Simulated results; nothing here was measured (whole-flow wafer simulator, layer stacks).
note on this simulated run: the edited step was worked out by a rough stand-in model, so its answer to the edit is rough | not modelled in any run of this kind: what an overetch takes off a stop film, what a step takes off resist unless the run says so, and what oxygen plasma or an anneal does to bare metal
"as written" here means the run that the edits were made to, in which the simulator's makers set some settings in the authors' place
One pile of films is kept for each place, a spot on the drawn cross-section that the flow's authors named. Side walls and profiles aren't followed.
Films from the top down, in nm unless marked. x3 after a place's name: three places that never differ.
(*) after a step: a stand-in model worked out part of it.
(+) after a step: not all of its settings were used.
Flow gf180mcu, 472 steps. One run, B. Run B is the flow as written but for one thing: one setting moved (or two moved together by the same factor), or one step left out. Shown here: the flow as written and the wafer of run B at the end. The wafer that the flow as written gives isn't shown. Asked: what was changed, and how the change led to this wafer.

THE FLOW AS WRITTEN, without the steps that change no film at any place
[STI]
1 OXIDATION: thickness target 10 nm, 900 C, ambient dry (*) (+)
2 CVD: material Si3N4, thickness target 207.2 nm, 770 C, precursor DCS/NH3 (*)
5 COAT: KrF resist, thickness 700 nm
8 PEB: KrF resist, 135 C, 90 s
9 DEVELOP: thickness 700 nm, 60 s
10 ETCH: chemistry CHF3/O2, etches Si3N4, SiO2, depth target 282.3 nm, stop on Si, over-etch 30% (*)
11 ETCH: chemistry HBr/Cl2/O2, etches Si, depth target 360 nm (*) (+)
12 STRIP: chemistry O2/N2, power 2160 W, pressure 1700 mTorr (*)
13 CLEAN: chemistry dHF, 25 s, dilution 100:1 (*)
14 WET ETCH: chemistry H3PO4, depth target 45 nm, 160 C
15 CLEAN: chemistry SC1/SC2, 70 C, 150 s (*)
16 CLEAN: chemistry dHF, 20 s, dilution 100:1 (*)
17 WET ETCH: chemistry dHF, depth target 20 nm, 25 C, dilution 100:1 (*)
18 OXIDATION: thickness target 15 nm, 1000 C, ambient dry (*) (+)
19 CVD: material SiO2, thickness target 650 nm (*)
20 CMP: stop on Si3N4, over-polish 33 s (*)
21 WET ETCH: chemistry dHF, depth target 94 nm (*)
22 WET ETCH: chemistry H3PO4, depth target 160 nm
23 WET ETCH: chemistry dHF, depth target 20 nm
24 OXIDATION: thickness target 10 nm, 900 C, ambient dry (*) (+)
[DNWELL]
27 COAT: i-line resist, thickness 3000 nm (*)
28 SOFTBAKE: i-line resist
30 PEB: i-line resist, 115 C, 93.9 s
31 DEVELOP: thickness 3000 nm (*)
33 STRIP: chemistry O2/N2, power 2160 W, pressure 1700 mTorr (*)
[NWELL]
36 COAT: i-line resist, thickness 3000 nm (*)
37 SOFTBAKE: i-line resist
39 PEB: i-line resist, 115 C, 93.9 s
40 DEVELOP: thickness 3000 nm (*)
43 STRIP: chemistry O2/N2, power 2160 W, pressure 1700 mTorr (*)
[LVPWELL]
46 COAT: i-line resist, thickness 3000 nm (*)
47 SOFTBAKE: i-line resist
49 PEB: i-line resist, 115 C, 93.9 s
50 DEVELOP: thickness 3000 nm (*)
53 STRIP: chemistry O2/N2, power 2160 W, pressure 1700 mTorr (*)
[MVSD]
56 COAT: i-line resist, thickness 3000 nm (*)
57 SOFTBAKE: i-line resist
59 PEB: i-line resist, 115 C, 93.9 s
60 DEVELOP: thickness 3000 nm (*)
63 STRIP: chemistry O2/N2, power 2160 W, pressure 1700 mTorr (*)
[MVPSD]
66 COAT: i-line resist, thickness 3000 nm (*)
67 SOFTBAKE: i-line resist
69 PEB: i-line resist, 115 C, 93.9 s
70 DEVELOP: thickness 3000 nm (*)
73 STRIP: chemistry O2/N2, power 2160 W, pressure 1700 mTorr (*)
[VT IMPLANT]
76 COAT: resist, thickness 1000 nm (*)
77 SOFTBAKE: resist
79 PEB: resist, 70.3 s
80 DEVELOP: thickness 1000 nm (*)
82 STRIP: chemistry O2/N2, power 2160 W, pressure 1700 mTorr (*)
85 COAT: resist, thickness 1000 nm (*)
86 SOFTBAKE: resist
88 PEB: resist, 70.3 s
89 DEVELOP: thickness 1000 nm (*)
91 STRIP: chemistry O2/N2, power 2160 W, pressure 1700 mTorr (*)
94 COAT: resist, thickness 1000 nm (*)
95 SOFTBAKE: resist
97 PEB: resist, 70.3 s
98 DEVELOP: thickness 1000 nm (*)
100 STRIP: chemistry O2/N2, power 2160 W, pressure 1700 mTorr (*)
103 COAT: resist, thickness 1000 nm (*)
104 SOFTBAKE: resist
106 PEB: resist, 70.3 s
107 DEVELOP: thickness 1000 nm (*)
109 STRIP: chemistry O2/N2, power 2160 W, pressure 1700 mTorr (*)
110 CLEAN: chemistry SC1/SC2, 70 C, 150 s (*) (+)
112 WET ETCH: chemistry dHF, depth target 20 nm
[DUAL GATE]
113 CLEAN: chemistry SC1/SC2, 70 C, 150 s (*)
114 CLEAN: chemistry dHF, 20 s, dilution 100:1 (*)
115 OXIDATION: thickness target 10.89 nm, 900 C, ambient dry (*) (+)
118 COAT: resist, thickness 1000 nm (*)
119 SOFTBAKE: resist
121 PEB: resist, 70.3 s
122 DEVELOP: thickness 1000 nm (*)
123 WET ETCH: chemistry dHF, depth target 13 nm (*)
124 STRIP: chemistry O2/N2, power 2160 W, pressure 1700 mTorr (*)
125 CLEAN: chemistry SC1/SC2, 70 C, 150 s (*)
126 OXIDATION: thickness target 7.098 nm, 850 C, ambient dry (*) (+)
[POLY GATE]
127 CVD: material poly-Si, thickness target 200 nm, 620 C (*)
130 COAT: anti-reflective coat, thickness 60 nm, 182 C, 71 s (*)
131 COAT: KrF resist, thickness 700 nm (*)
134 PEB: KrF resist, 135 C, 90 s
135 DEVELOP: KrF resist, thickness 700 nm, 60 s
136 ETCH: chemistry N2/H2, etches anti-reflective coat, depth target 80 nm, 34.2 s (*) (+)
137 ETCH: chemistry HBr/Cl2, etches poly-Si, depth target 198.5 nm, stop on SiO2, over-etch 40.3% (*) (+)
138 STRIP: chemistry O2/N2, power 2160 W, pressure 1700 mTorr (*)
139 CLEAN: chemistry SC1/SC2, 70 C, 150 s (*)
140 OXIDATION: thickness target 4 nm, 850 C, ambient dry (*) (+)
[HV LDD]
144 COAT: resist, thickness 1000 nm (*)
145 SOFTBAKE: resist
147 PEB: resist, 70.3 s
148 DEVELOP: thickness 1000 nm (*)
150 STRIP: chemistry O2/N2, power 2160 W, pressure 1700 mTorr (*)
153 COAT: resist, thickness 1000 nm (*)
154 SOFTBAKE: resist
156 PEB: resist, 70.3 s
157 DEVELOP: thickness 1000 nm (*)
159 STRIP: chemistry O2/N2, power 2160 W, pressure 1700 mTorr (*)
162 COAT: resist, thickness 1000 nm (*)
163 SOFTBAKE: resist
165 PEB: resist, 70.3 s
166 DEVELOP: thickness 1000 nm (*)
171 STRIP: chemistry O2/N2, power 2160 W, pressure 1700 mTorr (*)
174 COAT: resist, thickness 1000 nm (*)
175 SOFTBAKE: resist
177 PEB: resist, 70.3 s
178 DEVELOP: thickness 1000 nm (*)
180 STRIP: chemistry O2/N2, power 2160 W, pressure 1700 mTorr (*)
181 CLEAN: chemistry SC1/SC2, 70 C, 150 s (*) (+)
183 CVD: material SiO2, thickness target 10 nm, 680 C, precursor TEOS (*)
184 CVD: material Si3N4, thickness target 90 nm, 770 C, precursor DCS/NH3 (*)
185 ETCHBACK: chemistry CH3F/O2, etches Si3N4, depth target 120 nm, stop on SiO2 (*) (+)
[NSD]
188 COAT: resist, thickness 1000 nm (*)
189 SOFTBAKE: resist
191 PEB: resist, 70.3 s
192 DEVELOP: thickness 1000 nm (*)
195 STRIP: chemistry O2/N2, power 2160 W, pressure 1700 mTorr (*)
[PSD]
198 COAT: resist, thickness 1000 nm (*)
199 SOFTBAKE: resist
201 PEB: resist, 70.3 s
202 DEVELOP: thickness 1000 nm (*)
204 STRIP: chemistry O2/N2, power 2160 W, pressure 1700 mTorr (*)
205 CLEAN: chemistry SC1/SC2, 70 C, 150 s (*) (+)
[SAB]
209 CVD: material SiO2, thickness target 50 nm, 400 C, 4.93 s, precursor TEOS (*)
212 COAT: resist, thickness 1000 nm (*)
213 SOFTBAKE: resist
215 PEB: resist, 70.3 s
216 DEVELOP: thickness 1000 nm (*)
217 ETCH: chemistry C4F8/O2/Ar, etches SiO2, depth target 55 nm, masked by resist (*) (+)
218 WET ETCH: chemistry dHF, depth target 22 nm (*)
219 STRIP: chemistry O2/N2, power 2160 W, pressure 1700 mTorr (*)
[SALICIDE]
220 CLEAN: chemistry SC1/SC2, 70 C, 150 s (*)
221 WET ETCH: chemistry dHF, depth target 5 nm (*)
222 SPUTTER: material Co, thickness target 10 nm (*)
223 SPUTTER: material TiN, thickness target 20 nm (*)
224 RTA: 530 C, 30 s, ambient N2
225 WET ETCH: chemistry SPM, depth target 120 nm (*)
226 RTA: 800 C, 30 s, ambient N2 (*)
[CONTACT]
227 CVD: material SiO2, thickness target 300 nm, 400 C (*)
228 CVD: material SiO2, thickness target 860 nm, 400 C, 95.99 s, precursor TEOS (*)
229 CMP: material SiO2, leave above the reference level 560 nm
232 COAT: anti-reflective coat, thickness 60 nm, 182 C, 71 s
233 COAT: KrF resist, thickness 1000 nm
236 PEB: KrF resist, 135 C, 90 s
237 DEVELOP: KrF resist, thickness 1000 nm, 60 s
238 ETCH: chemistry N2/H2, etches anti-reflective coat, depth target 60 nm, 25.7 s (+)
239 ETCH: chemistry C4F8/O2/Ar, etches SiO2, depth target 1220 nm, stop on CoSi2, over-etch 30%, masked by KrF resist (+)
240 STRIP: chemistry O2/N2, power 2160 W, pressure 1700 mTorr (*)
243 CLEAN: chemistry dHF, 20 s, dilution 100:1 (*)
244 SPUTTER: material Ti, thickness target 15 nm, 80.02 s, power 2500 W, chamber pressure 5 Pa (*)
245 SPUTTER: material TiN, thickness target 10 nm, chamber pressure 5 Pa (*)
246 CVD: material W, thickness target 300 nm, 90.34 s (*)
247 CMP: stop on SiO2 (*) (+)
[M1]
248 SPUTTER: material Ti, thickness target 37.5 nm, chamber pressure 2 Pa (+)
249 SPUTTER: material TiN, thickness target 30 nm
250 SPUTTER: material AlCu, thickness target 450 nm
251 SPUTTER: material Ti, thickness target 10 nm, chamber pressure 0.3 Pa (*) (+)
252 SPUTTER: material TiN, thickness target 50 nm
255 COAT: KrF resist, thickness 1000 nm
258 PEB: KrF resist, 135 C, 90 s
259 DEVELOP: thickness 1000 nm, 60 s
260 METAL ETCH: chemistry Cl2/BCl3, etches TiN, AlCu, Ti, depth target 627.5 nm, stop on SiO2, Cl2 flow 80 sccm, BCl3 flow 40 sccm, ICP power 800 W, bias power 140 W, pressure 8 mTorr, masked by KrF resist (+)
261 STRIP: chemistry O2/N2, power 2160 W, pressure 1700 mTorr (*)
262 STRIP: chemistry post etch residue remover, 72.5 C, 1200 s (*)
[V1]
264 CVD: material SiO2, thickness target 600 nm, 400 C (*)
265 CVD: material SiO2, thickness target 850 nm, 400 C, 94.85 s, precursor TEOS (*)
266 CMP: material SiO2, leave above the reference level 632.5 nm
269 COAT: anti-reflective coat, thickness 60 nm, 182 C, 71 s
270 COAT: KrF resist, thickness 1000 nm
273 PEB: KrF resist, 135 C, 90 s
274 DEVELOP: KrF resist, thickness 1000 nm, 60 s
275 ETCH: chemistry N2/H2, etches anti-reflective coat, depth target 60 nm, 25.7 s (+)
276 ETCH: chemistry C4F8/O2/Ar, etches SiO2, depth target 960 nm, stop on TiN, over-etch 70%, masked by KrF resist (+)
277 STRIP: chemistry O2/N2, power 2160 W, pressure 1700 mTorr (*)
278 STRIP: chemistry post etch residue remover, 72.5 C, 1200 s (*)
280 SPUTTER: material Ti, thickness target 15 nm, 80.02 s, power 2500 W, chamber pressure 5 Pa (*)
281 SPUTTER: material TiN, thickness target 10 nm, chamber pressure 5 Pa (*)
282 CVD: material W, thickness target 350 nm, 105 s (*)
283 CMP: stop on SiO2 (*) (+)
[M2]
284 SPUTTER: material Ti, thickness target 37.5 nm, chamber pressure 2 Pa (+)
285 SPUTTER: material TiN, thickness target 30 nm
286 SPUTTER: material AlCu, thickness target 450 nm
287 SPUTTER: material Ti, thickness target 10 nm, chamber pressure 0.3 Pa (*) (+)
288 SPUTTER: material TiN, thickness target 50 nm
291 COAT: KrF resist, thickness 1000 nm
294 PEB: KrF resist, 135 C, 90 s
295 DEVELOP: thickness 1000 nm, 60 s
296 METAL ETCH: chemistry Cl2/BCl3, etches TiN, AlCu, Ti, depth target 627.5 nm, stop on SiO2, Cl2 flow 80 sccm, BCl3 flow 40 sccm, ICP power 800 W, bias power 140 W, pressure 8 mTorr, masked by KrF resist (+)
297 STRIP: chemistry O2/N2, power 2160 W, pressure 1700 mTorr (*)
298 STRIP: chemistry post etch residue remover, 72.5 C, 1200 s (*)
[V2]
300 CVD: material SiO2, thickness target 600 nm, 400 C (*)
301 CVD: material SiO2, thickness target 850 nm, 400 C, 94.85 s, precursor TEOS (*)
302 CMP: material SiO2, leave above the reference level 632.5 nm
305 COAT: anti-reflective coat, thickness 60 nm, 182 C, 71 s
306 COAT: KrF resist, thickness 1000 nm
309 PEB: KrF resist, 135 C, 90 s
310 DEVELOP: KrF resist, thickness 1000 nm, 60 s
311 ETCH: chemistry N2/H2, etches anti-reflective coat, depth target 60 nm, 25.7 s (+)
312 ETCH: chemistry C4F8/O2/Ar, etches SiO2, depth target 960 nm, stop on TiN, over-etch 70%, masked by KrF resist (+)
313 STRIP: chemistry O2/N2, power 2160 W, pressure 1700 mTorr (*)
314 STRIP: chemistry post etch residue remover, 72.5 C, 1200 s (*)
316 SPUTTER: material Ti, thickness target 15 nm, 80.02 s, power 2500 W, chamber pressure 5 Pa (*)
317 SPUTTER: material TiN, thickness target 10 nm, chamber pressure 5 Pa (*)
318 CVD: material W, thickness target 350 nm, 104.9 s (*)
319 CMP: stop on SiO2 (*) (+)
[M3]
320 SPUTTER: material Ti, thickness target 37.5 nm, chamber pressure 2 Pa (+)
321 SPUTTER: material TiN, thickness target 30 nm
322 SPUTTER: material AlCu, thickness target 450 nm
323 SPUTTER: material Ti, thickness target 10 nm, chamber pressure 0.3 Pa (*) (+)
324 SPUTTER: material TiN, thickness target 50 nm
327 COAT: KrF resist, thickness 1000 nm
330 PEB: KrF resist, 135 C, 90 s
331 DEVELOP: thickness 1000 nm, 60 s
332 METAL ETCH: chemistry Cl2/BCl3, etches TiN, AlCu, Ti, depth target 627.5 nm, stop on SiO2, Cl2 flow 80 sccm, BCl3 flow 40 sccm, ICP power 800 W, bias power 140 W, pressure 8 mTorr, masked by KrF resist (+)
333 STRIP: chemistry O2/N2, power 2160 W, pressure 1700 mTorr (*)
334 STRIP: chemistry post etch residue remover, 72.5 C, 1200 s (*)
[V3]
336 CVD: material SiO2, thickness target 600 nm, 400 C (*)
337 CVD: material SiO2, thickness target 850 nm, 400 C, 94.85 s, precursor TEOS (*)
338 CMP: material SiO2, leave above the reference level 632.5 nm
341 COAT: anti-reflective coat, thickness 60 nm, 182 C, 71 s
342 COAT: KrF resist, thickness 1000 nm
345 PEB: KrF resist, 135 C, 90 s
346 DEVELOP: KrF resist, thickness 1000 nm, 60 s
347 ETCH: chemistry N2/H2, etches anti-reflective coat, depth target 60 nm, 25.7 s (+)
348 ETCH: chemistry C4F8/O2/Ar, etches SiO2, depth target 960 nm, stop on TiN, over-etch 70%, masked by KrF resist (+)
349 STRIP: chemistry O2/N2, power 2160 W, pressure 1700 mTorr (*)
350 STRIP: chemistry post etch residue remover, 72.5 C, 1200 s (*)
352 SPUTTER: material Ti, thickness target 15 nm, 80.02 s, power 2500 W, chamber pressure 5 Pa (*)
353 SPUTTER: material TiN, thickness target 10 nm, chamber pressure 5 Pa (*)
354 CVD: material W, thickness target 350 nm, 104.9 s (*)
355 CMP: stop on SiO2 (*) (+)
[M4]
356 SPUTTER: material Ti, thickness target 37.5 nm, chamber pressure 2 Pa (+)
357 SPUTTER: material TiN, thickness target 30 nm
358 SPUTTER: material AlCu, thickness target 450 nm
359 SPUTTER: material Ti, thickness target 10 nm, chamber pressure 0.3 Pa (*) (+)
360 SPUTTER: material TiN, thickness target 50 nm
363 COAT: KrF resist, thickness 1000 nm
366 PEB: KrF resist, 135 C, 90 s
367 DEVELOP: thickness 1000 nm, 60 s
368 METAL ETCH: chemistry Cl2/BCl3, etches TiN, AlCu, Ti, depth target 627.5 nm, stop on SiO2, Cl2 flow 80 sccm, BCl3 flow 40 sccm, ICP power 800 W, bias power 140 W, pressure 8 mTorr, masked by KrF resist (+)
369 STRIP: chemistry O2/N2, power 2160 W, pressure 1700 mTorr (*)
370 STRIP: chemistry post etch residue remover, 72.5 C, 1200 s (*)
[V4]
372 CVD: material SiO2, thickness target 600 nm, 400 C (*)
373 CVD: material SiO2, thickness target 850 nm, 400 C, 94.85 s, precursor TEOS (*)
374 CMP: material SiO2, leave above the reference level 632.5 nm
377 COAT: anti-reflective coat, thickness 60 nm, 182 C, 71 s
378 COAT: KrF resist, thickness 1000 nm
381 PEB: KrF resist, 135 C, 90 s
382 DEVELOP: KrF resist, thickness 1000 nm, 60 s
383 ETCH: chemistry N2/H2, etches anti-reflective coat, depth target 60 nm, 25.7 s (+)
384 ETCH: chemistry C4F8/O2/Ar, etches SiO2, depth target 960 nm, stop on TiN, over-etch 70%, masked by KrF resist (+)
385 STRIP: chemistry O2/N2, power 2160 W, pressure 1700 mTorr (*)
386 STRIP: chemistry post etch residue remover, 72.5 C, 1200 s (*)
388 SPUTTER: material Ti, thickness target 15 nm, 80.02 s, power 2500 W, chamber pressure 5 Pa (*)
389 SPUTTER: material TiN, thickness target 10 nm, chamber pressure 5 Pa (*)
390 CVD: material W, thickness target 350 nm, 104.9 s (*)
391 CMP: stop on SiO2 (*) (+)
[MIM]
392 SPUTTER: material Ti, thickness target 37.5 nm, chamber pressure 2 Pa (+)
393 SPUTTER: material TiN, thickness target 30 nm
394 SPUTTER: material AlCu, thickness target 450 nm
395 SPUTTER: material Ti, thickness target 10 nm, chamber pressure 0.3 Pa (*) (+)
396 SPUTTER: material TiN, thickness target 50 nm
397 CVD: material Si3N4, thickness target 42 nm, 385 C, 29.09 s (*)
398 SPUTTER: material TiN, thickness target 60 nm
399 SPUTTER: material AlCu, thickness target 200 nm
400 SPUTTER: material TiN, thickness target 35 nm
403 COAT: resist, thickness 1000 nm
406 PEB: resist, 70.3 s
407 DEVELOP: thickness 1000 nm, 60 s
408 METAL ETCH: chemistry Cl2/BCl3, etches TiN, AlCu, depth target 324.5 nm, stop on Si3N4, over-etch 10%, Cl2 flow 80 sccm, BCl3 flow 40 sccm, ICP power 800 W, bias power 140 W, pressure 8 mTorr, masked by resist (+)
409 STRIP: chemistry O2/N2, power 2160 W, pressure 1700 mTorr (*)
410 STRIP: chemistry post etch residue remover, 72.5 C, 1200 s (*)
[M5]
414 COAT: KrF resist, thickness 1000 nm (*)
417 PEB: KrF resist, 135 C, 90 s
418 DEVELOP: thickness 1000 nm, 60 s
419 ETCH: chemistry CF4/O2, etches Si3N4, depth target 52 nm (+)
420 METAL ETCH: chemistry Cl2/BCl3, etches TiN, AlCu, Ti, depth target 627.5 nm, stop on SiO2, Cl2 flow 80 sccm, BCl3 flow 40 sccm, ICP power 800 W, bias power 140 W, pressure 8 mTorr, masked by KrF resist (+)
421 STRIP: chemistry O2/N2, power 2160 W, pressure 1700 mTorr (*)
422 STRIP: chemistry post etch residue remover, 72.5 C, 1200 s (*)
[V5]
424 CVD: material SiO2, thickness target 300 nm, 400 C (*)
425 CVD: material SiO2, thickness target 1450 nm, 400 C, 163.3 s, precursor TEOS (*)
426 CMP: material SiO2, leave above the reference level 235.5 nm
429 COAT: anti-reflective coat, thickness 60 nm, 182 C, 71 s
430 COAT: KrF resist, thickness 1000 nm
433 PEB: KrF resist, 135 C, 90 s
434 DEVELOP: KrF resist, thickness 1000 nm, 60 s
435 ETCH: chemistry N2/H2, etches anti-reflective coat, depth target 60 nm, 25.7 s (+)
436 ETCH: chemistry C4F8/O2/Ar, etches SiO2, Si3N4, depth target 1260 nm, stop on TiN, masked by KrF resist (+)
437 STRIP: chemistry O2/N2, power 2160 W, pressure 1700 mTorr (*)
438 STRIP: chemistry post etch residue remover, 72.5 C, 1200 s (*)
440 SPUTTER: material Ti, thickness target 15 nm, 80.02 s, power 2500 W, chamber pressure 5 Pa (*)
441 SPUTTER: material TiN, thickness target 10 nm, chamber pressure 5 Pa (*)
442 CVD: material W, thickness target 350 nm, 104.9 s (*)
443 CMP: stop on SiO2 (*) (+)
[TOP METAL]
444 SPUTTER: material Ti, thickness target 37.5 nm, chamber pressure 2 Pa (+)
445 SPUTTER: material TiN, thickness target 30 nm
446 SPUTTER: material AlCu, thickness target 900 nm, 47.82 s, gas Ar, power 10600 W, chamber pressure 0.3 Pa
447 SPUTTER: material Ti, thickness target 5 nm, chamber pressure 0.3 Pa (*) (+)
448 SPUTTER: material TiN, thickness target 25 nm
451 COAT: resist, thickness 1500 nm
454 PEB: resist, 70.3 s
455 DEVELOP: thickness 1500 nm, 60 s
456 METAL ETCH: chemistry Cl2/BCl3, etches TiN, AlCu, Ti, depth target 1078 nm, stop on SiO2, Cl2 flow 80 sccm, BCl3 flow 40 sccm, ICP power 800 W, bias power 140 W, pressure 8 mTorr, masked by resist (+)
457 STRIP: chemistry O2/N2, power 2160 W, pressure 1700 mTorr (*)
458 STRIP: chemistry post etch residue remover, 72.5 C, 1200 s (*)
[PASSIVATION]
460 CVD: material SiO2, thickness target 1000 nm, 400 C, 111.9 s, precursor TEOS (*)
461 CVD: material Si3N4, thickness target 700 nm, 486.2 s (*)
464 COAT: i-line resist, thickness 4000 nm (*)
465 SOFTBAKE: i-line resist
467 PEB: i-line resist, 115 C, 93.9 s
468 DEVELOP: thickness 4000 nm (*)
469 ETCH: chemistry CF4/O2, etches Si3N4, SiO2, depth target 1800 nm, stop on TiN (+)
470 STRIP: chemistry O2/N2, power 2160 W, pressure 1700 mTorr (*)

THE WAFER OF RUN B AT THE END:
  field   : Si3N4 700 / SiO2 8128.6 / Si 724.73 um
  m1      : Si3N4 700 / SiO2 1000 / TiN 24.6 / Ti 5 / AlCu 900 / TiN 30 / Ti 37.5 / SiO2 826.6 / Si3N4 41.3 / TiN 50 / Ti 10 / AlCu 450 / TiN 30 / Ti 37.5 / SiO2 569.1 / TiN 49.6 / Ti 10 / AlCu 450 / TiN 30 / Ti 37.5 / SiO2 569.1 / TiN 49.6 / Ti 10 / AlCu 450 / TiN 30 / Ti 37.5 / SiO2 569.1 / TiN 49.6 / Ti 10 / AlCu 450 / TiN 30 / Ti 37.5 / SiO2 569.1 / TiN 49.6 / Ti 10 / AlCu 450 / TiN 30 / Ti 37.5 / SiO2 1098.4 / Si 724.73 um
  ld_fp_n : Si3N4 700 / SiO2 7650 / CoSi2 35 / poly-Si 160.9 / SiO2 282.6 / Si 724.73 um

The cause: step 11, ETCH: depth target 261 nm was run, where the flow has depth target 360 nm.

How the change led to this, step by step:
  11 ETCH: chemistry HBr/Cl2/O2, etches Si, depth target 360 nm (*) (+)
      active, n_well, p_well and 40 more: KrF resist -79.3 (as written it would be: KrF resist -112.3)
      field, field_sub, sti and 34 more: Si -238 (as written it would be: Si -337)
  12 STRIP: chemistry O2/N2, power 2160 W, pressure 1700 mTorr (*)
      active, n_well, p_well and 40 more: KrF resist -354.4 (all of it) (as written it would be: KrF resist -321.4 (all of it))
  19 CVD: material SiO2, thickness target 650 nm (*)
      m1, ld_fp_n, ld_drift_n and 8 more: SiO2 +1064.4 (as written it would be: SiO2 +1163.4)
  20 CMP: stop on Si3N4, over-polish 33 s (*)
      sti, mim_1p0, pad and 11 more: SiO2 -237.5 (as written it would be: SiO2 -138.5)
      nw_enc_fld, nw_enc_fld_lv: SiO2 -241.5 (as written it would be: SiO2 -142.5)
      (and at 10 more places)
  189 SOFTBAKE: resist
      field__w9: resist -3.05 (as written it would be: resist +6.92)
  199 SOFTBAKE: resist
      field__w9: resist -3.05 (as written it would be: resist +6.92)
